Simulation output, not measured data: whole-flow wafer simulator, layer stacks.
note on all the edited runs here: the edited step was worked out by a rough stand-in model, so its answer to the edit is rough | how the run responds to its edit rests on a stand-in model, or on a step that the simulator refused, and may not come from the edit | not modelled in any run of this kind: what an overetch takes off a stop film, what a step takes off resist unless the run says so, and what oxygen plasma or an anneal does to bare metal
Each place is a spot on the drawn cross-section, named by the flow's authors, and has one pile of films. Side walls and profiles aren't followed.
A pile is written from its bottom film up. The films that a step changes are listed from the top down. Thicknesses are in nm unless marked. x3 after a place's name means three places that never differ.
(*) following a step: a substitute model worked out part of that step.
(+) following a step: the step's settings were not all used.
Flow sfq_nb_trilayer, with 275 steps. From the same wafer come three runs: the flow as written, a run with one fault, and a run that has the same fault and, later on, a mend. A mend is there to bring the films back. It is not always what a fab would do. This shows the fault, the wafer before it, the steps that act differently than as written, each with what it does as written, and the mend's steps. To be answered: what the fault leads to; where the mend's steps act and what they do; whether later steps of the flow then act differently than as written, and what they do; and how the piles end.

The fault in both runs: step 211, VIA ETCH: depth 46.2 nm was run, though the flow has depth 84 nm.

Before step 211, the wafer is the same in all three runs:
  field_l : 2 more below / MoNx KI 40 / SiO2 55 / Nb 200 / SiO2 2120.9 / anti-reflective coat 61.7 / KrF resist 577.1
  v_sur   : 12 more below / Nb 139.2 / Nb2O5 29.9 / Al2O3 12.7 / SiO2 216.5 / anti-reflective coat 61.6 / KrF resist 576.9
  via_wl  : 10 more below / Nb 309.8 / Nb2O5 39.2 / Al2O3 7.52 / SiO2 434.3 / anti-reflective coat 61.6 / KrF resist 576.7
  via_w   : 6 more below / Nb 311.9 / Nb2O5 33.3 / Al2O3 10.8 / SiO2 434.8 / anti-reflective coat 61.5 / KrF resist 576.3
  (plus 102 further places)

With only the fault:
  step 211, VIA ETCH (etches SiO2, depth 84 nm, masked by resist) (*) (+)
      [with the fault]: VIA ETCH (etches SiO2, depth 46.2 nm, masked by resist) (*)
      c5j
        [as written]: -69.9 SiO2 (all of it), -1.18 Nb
        [with the fault]: -46.2 SiO2
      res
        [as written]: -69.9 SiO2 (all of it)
        [with the fault]: -46.2 SiO2
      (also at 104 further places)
  Later steps of the flow acting differently than as written (5 other steps are not shown; they differ only slightly, by no more than 2% or 0.5 nm, whichever is larger):
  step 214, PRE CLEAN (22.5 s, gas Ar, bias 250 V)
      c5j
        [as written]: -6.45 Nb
        [with the fault]: -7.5 SiO2
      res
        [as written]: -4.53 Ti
        [with the fault]: -7.5 SiO2
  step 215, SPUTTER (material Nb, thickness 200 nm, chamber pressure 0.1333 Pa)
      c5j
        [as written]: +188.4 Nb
        [with the fault]: +195.1 Nb (new film)
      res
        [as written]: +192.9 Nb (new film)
        [with the fault]: +196.9 Nb (new film)
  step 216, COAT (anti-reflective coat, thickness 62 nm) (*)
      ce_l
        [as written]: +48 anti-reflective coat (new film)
        [with the fault]: +54.1 anti-reflective coat (new film)
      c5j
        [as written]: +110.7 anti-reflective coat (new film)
        [with the fault]: +93.5 anti-reflective coat (new film)
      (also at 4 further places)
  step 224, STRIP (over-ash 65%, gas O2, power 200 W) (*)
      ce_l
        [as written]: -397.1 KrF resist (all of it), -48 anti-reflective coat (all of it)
        [with the fault]: -393.4 KrF resist (all of it), -54.1 anti-reflective coat (all of it)
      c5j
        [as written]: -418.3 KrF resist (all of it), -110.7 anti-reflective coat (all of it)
        [with the fault]: -407.8 KrF resist (all of it), -93.5 anti-reflective coat (all of it)
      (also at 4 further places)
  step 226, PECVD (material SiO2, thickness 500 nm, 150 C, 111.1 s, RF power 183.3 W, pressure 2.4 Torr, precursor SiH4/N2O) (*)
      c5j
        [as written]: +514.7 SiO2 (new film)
        [with the fault]: +500 SiO2 (new film)
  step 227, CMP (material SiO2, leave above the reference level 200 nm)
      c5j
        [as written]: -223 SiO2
        [with the fault]: -238.8 SiO2
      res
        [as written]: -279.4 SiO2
        [with the fault]: -304.1 SiO2
  The piles end different from the flow's at c5j, res by more than 2% or 0.5 nm, whichever is larger.
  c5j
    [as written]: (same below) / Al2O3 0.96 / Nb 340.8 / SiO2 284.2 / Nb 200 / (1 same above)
    [with the fault]: (same below) / Al2O3 0.96 / Nb 160 / SiO2 16.2 / Nb 195.1 / SiO2 253.7 / Nb 200 / (1 same above)
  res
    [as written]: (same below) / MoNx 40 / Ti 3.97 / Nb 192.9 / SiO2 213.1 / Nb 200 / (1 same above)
    [with the fault]: (same below) / MoNx 40 / Ti 8.5 / SiO2 16.2 / Nb 196.9 / SiO2 188.4 / Nb 200 / (1 same above)

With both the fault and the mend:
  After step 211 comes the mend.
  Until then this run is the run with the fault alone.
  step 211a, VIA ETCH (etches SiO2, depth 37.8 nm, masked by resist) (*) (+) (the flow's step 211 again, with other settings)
      field_l, v_sur, via_wl and 101 more
        -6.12 KrF resist
      c5j
        -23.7 SiO2 (all of it), -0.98 Nb
      res
        -23.7 SiO2 (all of it)
  Every later step of the flow that is run acts as written, at every place that is followed, to within 2% or 0.5 nm, whichever is larger.
  When the end is reached, the piles differ only a little from the flow's at the places that both follow, at most by 2% or 0.5 nm, whichever is larger.
